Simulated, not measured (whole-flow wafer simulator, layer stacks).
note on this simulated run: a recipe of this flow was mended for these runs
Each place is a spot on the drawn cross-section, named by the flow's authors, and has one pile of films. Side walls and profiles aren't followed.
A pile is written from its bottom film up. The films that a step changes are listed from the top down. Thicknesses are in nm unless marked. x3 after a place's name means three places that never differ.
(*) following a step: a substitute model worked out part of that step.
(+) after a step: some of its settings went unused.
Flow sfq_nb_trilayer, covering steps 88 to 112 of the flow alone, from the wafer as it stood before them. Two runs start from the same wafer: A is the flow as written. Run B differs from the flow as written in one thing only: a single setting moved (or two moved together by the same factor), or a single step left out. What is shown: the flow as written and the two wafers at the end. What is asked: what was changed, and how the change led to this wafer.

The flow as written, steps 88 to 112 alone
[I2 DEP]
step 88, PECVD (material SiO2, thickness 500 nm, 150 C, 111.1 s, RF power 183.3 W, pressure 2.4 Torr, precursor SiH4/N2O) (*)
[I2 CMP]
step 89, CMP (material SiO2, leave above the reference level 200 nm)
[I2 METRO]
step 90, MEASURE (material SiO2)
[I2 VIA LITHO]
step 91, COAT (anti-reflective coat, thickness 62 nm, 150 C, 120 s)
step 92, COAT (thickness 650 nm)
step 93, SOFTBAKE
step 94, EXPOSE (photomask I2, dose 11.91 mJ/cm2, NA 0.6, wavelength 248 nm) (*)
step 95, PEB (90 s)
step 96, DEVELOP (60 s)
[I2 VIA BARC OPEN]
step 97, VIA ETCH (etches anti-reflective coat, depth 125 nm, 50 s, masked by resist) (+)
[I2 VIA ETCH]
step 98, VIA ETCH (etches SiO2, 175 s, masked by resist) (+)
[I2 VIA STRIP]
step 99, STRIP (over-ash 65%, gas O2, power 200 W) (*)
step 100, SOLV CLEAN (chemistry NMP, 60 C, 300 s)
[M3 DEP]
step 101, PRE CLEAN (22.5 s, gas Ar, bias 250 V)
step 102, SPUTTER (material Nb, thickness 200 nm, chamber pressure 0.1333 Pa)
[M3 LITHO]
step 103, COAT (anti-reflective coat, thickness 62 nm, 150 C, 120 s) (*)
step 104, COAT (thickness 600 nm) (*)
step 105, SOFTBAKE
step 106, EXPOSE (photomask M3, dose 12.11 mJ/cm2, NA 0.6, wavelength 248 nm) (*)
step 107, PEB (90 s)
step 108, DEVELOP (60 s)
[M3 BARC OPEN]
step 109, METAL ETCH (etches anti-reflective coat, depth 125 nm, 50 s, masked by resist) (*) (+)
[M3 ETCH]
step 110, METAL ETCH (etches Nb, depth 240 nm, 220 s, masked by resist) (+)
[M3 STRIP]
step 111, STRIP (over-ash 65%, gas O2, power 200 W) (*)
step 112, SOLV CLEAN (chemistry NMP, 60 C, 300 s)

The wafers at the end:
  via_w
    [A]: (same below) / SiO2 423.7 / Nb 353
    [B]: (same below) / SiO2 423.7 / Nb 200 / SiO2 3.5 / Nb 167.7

Cause: step 98, VIA ETCH: 127 s was run, whereas the flow has 175 s.

The path from the change to this, step by step:
  step 98, VIA ETCH (etches SiO2, 175 s, masked by resist) (+)
      via_w: A -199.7 SiO2 (all of it), -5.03 Nb | B -188.7 SiO2
      field_l, v_sur, via_wl and 102 more: A -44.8 KrF-resist-other-grade | B -32.5 KrF-resist-other-grade
  step 99, STRIP (over-ash 65%, gas O2, power 200 W) (*)
      field_l, v_sur, via_wl and 102 more: A -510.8 KrF-resist-other-grade (all of it), -62 anti-reflective coat (all of it) | B -523.1 KrF-resist-other-grade (all of it), -62 anti-reflective coat (all of it)
  step 101, PRE CLEAN (22.5 s, gas Ar, bias 250 V)
      via_w: A -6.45 Nb | B -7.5 SiO2
  step 102, SPUTTER (material Nb, thickness 200 nm, chamber pressure 0.1333 Pa)
      via_w: A +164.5 Nb | B +167.7 Nb (new film)
  step 103, COAT (anti-reflective coat, thickness 62 nm, 150 C, 120 s) (*)
      via_wl, via_wr: A +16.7 anti-reflective coat (new film) | B +11.4 anti-reflective coat (new film)
      field_l: A +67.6 anti-reflective coat (new film) | B +65.6 anti-reflective coat (new film)
      (also at 3 further places)
  step 109, METAL ETCH (etches anti-reflective coat, depth 125 nm, 50 s, masked by resist) (*) (+)
      field_l: A -67.6 anti-reflective coat (all of it) | B -65.6 anti-reflective coat (all of it)
  step 111, STRIP (over-ash 65%, gas O2, power 200 W) (*)
      v_sur: A -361 KrF-resist-other-grade (all of it), -46 anti-reflective coat (all of it) | B -365.5 KrF-resist-other-grade (all of it), -39.2 anti-reflective coat (all of it)
      via_wl: A -381.1 KrF-resist-other-grade (all of it), -16.7 anti-reflective coat (all of it) | B -384.5 KrF-resist-other-grade (all of it), -11.4 anti-reflective coat (all of it)
      (also at 3 further places)
Taking metal films that touch as one body, via_w has 3 bodies (between them, from the top down: SiO2 3.5; SiO2 423.7); the flow as written gives 2 bodies (between them, from the top down: SiO2 423.7).
